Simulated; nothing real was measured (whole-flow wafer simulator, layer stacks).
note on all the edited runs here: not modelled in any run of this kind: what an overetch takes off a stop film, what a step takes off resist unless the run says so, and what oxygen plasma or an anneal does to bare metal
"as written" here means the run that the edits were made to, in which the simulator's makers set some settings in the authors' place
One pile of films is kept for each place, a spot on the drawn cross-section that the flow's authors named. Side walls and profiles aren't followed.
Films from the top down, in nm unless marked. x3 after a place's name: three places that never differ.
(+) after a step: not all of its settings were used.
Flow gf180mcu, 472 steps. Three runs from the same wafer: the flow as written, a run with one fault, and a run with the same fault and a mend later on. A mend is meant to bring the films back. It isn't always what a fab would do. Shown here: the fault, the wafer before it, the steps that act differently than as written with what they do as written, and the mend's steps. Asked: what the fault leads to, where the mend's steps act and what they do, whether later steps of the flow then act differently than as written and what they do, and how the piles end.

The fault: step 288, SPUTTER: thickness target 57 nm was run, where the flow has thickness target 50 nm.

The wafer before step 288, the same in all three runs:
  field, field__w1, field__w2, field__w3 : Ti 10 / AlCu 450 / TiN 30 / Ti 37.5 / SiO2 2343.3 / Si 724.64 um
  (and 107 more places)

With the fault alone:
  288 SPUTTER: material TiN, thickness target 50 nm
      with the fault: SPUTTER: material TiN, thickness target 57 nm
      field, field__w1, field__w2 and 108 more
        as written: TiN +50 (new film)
        with the fault: TiN +57 (new film)
  Later steps of the flow that act differently than as written (5 more steps differ only slightly, by at most 2% or 0.5 nm, whichever is larger, and aren't shown):
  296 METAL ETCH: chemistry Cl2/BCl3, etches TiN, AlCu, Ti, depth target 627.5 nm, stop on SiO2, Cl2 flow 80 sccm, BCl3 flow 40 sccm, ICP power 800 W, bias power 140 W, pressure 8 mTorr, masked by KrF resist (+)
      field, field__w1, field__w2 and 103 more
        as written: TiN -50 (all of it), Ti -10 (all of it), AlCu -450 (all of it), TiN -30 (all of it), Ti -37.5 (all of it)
        with the fault: TiN -57 (all of it), Ti -10 (all of it), AlCu -450 (all of it), TiN -30 (all of it), Ti -37.5 (all of it)
  At the end the piles differ from the flow's by more than 2% or 0.5 nm, whichever is larger, at field__w8, contact, m1, m1__w1, m1_nw.
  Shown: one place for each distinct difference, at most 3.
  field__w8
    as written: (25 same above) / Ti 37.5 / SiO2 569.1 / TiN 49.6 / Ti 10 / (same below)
    with the fault: (25 same above) / Ti 37.5 / SiO2 562.1 / TiN 56.6 / Ti 10 / (same below)
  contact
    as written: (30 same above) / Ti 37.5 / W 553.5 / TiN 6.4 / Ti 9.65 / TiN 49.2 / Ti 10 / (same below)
    with the fault: (30 same above) / Ti 37.5 / W 546.4 / TiN 6.43 / Ti 9.69 / TiN 56.2 / Ti 10 / (same below)

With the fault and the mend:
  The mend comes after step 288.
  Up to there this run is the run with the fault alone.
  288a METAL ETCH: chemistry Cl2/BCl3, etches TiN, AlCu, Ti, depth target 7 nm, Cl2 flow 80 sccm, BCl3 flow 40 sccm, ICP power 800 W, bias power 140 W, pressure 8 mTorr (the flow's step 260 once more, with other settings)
      field, field__w1, field__w2 and 108 more
        TiN -7
  No later step of the flow acts differently than as written at any place that is followed.
  At the end the piles are the same as the flow's at every place that both follow.
